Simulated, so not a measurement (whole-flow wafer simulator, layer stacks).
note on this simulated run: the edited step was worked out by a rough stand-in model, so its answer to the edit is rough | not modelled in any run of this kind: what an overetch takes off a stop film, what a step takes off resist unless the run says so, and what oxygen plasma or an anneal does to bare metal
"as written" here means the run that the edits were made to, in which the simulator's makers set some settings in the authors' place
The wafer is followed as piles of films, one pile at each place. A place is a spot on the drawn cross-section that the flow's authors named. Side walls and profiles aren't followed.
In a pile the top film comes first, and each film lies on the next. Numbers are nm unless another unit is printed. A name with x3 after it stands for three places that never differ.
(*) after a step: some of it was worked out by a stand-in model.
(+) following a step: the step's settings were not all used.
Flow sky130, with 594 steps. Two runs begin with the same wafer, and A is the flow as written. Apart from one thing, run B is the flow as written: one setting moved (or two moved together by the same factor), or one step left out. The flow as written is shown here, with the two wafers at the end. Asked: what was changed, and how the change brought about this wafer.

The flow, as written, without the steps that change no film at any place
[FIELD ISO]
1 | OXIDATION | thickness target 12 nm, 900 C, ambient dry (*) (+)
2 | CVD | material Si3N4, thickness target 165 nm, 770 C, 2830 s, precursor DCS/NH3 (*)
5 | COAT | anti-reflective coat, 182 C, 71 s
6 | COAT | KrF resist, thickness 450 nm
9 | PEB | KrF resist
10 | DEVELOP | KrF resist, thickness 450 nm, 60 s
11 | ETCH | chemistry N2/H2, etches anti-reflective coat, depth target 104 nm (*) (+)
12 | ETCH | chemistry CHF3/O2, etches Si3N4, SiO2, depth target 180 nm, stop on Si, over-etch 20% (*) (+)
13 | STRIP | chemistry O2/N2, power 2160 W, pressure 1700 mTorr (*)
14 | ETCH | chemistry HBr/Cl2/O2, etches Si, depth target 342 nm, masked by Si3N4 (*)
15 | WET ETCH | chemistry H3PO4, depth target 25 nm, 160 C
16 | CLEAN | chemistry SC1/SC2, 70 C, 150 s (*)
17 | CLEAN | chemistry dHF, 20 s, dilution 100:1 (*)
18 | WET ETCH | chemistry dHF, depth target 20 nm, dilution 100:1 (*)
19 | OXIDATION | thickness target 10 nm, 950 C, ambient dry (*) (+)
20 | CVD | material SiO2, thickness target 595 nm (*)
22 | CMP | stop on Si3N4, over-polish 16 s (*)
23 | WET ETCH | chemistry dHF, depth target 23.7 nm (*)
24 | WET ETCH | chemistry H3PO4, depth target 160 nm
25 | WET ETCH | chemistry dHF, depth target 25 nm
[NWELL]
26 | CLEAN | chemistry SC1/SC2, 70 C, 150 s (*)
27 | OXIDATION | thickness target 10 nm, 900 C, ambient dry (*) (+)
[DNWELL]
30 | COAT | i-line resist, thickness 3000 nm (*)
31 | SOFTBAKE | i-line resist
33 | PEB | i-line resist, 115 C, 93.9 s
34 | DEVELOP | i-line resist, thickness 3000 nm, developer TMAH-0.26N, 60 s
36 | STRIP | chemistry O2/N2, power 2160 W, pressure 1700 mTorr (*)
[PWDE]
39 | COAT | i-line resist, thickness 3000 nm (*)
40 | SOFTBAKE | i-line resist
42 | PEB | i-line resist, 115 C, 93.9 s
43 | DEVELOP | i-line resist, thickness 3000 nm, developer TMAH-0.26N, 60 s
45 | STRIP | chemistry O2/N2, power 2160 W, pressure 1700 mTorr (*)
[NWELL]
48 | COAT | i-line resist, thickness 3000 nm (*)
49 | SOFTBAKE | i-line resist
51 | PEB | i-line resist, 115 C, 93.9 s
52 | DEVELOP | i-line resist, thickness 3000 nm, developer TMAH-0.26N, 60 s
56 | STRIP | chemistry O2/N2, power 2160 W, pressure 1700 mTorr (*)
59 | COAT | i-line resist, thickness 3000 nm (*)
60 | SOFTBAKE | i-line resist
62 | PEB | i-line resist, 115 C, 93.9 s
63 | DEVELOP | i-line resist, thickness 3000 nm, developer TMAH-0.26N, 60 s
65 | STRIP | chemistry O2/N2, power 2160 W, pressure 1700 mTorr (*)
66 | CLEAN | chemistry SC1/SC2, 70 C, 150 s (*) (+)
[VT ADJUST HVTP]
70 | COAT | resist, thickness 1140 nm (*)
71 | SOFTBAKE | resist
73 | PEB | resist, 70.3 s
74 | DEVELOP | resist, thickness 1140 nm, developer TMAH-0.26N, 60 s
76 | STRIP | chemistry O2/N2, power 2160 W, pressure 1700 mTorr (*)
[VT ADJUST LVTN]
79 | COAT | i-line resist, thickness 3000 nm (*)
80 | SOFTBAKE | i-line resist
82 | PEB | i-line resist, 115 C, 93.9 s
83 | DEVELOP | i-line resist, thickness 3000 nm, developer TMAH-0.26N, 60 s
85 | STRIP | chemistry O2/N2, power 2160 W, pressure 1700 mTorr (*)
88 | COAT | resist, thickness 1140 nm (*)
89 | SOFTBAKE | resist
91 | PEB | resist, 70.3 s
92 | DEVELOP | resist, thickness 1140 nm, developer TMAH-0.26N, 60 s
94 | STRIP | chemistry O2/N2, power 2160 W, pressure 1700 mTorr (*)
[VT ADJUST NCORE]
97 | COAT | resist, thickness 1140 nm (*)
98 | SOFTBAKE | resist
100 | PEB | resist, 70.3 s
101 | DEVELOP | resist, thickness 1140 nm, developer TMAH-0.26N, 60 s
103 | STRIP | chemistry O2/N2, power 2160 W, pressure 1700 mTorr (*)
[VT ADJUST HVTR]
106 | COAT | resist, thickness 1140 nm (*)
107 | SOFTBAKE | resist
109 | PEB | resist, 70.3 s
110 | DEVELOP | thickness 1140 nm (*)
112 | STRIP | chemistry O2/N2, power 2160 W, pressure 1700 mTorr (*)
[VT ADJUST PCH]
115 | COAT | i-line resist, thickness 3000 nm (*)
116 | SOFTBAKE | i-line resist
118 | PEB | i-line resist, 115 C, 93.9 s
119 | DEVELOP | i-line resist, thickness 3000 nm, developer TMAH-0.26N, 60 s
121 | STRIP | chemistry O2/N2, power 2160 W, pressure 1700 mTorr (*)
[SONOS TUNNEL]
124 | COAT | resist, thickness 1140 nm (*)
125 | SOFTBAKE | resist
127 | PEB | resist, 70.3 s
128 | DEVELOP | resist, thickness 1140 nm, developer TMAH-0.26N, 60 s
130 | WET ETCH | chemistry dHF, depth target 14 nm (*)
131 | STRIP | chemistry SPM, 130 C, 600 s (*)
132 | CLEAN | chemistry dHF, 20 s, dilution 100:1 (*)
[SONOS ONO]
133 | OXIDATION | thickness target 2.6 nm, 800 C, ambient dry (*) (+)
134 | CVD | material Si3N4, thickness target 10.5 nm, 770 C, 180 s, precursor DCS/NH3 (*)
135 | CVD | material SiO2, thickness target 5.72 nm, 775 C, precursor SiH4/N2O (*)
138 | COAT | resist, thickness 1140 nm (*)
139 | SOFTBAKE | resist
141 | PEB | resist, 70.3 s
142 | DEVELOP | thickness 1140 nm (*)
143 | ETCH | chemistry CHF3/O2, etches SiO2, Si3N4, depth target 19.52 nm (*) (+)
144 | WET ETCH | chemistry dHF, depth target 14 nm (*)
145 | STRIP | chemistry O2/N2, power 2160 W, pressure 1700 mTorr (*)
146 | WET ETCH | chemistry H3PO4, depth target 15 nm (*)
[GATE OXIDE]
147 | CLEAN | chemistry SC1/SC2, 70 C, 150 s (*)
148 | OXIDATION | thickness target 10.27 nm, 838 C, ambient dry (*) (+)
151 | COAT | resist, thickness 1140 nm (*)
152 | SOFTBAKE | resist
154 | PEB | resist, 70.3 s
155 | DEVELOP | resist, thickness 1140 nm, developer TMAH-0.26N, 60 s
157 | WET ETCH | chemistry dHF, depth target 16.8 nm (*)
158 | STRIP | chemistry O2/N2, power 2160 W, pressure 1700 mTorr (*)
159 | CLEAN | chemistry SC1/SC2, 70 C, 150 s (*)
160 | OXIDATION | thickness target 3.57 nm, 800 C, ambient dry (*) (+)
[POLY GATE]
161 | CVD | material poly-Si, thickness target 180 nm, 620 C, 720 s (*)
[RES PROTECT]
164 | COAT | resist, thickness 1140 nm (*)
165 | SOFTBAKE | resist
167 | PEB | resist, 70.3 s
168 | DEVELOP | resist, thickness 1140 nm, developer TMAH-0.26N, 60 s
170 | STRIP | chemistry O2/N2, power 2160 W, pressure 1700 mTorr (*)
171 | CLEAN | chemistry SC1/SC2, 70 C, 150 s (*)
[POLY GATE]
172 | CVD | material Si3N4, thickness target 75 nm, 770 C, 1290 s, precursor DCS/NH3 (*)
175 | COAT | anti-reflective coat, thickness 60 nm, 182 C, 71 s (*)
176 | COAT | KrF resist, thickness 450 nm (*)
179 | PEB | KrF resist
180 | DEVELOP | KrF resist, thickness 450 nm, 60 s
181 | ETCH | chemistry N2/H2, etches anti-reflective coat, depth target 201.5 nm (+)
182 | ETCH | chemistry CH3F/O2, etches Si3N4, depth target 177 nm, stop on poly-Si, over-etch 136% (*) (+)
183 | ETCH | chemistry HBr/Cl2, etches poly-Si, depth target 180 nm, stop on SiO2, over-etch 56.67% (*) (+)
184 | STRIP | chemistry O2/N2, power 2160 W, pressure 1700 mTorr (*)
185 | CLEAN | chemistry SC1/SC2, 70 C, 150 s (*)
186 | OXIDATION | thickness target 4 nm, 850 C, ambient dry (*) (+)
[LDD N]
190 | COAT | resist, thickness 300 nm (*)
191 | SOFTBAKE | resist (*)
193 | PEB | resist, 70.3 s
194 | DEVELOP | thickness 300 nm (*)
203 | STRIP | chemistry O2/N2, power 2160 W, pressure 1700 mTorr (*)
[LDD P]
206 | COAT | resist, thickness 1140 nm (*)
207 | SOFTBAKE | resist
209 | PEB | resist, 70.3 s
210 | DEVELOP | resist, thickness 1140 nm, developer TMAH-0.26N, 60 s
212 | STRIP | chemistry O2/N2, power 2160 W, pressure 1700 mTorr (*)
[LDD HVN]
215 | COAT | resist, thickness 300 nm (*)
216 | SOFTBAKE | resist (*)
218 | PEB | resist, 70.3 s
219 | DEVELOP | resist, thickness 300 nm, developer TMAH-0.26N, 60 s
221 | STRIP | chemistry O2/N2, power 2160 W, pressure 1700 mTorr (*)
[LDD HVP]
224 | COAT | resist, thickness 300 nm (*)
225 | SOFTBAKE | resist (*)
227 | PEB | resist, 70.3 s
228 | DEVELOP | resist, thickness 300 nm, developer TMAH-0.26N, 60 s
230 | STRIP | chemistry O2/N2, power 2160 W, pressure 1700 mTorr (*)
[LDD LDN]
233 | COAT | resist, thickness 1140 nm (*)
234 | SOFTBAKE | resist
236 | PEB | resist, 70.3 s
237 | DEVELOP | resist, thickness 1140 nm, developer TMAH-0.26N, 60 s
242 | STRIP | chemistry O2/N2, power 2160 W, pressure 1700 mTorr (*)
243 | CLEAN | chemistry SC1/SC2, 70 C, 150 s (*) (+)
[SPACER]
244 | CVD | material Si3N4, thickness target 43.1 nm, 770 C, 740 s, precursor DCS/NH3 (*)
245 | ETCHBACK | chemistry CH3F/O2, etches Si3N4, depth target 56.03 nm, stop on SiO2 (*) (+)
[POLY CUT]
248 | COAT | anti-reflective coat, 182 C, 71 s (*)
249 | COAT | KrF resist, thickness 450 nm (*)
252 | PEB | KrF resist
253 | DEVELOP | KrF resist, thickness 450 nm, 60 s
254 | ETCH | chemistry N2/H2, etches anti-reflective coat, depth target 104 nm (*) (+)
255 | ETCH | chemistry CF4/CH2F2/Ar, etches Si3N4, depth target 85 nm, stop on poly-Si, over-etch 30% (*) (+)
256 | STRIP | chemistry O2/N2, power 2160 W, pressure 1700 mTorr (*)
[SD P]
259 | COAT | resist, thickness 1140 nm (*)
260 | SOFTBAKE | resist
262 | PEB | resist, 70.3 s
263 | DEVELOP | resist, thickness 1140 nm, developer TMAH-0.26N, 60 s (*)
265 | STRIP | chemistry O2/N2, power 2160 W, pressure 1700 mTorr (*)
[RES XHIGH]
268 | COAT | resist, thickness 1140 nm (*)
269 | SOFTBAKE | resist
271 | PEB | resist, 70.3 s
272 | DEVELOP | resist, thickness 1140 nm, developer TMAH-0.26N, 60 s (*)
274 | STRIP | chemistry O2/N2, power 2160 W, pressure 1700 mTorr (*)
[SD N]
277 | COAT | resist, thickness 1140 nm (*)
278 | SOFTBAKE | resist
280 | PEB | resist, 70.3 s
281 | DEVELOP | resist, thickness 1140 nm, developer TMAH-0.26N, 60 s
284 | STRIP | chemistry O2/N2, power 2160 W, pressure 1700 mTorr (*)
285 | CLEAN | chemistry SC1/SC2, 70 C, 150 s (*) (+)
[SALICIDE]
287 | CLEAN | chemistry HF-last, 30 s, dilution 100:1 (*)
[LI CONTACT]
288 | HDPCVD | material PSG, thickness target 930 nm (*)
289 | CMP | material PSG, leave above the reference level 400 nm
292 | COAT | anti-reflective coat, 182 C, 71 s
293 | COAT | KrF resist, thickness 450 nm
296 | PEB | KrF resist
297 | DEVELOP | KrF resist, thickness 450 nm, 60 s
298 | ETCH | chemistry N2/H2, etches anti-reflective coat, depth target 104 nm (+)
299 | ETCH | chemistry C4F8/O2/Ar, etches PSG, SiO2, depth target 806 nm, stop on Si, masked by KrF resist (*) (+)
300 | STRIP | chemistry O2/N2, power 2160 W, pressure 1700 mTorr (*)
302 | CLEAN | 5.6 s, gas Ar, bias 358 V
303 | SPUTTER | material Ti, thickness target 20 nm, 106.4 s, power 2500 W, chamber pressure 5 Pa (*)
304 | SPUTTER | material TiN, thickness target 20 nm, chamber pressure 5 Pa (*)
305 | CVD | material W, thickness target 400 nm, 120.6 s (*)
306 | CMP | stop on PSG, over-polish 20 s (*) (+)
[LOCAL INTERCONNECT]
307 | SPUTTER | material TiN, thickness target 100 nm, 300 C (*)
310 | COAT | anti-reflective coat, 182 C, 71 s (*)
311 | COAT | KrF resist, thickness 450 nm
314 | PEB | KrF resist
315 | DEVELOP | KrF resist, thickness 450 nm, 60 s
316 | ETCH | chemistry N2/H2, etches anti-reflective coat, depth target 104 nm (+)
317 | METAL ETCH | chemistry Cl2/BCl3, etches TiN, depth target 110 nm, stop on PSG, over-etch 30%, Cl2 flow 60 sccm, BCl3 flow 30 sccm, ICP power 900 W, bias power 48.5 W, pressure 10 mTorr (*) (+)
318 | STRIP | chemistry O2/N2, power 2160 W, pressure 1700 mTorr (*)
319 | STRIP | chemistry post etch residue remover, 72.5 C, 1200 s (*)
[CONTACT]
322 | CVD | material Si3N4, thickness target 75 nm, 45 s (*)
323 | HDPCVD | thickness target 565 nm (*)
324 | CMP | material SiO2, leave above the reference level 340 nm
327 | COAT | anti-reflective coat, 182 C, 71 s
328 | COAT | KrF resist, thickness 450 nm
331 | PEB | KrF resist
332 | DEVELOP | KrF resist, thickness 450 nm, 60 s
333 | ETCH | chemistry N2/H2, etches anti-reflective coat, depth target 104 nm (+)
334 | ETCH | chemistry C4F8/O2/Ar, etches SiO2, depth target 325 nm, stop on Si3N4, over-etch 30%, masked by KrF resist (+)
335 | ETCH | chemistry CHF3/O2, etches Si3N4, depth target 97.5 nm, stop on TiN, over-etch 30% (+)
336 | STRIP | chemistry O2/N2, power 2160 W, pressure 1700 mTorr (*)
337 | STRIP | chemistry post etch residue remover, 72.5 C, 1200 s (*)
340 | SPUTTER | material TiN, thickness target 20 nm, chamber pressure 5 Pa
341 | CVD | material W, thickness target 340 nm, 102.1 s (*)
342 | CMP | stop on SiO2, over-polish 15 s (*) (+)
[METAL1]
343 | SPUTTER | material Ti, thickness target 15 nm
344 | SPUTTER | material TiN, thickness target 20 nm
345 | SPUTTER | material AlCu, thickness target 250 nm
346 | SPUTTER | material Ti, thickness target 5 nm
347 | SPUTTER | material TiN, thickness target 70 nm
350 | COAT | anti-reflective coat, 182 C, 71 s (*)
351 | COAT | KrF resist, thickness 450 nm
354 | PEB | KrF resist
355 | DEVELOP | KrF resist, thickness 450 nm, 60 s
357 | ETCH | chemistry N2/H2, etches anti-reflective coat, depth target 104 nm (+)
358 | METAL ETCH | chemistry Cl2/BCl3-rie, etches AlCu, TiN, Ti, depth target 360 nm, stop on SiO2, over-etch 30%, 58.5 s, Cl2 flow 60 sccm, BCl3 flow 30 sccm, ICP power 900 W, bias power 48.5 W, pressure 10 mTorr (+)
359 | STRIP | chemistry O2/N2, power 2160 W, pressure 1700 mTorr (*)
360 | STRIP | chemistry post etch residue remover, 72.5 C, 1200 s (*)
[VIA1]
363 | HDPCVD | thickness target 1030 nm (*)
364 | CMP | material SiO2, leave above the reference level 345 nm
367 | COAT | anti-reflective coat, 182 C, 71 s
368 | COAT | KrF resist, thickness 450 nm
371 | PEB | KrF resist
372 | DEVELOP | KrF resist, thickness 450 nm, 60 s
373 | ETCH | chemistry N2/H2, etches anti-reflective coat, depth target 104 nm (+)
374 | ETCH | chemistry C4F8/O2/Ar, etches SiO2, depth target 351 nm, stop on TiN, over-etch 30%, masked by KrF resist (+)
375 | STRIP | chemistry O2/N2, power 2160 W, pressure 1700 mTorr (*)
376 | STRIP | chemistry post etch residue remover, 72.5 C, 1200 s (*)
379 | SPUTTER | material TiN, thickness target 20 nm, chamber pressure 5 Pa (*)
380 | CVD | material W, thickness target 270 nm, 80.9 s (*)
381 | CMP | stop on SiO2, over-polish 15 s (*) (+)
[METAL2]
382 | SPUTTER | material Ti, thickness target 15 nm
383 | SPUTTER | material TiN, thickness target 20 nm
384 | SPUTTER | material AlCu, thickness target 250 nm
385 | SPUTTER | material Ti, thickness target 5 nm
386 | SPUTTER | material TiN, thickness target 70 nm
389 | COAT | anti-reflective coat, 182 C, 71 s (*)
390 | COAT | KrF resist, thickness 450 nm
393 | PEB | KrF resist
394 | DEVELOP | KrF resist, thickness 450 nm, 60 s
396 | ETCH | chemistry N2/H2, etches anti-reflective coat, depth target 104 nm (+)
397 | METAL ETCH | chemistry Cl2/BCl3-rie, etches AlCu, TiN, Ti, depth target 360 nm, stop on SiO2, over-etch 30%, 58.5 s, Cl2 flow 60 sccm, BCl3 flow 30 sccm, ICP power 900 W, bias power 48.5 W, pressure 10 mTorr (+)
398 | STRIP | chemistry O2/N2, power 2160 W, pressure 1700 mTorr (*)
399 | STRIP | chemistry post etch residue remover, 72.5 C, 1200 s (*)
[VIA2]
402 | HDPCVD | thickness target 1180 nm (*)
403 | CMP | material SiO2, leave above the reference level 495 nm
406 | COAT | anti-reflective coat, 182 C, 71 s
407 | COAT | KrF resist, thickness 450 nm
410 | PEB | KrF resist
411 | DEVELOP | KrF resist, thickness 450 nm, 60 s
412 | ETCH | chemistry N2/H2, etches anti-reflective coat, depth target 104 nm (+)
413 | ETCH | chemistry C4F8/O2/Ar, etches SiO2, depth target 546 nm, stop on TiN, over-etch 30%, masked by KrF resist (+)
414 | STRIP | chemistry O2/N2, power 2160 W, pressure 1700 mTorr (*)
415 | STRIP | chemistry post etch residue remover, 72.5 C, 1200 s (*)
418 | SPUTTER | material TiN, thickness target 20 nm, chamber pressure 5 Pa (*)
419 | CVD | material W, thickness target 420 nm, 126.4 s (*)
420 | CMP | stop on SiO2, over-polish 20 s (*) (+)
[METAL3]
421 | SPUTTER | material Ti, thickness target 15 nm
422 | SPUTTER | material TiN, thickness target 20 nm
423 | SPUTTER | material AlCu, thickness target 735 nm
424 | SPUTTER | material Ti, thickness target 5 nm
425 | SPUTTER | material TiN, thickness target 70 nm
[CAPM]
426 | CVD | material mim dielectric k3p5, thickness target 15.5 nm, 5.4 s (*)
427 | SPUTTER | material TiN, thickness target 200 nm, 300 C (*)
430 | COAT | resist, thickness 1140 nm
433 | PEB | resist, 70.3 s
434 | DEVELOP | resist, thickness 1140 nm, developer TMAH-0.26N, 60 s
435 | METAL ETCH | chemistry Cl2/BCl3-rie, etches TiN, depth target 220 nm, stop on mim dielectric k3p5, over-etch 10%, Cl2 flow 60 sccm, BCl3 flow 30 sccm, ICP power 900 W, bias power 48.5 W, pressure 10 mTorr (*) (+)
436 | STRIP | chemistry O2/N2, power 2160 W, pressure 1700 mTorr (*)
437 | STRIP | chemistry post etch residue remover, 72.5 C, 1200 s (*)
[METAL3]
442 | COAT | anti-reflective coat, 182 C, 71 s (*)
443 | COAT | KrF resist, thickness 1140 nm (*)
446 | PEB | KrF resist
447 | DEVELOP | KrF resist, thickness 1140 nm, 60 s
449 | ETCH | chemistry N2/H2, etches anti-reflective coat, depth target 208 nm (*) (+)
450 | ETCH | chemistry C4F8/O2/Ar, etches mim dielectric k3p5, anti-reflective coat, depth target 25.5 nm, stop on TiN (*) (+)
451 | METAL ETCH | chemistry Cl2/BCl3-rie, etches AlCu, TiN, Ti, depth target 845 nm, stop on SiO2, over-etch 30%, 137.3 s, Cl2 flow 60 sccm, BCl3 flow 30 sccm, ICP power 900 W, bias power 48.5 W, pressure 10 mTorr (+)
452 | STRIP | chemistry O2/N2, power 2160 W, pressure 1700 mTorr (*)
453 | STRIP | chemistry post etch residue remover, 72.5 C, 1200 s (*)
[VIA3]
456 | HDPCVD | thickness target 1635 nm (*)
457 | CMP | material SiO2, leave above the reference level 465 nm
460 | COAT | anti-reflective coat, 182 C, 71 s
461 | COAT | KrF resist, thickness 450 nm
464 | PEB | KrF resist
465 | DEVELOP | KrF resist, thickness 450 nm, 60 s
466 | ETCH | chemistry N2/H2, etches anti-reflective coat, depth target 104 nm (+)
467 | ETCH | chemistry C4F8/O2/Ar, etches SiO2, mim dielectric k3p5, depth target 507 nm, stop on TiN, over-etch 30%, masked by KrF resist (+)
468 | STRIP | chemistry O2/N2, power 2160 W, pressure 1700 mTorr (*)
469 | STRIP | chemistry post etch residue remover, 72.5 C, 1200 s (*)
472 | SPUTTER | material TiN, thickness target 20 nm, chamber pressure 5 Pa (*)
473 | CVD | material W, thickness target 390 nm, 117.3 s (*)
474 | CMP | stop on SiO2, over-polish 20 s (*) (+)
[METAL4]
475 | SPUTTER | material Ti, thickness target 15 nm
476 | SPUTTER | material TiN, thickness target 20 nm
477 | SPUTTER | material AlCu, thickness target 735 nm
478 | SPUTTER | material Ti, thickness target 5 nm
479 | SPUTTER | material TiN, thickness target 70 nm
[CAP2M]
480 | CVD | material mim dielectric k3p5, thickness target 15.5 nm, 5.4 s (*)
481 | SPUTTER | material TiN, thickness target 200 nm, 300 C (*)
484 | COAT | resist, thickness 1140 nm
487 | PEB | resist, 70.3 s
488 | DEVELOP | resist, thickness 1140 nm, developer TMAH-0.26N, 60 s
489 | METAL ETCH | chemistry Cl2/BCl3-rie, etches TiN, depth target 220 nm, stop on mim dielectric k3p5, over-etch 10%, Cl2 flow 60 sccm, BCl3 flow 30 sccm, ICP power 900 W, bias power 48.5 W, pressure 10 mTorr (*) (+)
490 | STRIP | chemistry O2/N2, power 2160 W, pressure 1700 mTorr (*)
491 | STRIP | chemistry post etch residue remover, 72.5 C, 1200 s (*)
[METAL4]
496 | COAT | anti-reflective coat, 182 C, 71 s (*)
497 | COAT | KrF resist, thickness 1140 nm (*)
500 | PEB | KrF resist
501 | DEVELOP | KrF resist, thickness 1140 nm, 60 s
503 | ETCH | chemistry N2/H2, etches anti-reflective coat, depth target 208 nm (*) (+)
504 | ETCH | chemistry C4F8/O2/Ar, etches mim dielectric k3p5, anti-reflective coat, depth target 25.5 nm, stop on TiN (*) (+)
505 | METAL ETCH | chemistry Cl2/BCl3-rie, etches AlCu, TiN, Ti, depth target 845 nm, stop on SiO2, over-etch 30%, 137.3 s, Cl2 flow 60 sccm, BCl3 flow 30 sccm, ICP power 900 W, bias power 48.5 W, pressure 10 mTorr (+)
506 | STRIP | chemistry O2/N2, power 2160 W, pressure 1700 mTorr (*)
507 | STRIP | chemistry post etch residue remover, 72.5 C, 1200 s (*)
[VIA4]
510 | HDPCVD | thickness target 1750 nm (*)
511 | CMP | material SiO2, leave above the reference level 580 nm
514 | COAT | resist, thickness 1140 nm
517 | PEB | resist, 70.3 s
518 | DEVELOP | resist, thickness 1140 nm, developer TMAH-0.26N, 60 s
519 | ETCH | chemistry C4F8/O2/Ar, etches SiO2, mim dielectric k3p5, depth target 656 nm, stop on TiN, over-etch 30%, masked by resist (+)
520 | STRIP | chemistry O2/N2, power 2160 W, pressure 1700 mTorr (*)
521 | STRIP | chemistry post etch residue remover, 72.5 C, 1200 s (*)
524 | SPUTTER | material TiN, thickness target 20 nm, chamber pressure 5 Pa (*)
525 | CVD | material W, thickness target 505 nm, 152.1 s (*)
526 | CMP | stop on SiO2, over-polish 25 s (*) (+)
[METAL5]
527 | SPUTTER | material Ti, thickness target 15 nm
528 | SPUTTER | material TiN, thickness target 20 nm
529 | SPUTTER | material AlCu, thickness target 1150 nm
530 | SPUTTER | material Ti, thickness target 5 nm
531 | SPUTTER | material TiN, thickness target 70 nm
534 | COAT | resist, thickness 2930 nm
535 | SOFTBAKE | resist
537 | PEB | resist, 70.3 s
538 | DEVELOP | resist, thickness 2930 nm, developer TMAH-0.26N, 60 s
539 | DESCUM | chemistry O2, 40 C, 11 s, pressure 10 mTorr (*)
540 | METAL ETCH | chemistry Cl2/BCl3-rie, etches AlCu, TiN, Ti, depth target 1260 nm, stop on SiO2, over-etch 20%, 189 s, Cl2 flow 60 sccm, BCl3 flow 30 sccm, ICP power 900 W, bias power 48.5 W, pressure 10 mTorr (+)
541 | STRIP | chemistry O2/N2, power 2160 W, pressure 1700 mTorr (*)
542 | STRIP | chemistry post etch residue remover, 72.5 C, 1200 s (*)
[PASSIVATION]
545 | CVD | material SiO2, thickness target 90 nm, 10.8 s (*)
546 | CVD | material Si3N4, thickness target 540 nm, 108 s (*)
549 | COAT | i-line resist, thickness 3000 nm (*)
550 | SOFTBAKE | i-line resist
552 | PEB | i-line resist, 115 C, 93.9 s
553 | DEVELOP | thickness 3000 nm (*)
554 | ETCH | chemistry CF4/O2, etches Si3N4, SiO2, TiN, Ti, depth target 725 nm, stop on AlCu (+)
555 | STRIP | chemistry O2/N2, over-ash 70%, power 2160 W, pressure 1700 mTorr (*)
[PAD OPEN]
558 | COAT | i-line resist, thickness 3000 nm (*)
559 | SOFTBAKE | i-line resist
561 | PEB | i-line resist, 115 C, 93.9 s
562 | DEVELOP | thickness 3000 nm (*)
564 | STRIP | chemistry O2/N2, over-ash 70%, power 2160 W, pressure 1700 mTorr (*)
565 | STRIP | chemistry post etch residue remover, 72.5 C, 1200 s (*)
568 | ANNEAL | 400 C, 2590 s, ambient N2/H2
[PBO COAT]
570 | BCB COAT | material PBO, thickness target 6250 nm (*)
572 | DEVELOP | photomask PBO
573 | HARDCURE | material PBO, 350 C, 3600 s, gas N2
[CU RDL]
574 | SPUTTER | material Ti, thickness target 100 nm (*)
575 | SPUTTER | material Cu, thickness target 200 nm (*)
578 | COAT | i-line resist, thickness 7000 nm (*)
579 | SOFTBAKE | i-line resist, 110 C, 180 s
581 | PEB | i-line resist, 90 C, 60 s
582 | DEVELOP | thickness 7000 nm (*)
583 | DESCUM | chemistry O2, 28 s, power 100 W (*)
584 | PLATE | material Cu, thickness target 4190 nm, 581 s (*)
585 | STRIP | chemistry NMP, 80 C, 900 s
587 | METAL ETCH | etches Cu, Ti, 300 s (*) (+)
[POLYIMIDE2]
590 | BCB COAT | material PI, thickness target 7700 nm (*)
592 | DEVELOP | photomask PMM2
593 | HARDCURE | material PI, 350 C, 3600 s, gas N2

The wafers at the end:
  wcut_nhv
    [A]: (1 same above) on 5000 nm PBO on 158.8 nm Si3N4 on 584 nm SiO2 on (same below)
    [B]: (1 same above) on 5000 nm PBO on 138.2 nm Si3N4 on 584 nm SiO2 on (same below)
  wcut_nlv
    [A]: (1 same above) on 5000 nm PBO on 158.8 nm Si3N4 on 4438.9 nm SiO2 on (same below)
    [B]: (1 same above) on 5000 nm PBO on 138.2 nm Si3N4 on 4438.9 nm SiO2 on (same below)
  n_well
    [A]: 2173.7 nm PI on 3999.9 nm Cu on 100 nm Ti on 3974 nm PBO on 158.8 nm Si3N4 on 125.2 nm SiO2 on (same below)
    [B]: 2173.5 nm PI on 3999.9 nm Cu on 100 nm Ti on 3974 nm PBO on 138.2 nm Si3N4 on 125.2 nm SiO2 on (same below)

Cause: step 546, CVD: thickness target 470 nm was run, though the flow has thickness target 540 nm; step 546, CVD: 94 s was run, where the flow has 108 s.

The path from the change to this, step by step:
  546 | CVD | material Si3N4, thickness target 540 nm, 108 s (*)
      field, active, n_well and 190 more: A +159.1 Si3N4 (new film) | B +138.5 Si3N4 (new film)
  550 | SOFTBAKE | i-line resist
      gate_p_lvt, iso_guard_hv_nw: A +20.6 i-line resist | B +19.9 i-line resist
      spacer: A -97.5 i-line resist | B -94.2 i-line resist
      (as well as at 29 more places)
  554 | ETCH | chemistry CF4/O2, etches Si3N4, SiO2, TiN, Ti, depth target 725 nm, stop on AlCu (+)
      field, active, n_well and 189 more: A -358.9 i-line resist | B -338.3 i-line resist
      pad: A -159.1 Si3N4 (all of it), -125.2 SiO2 (all of it), -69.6 TiN (all of it), -5 Ti (all of it) | B -138.5 Si3N4 (all of it), -125.2 SiO2 (all of it), -69.6 TiN (all of it), -5 Ti (all of it)
  559 | SOFTBAKE | i-line resist
      gate_p_lvt, iso_guard_hv_nw: A +20.6 i-line resist | B +19.9 i-line resist
      nwell_res: A -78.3 i-line resist | B -76.4 i-line resist
      (as well as at 32 more places)
  578 | COAT | i-line resist, thickness 7000 nm (*)
      pad: A +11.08 um i-line resist (new film) | B +11.06 um i-line resist (new film)
  582 | DEVELOP | thickness 7000 nm (*)
      pad: A -11.08 um i-line resist (all of it) | B -11.06 um i-line resist (all of it)
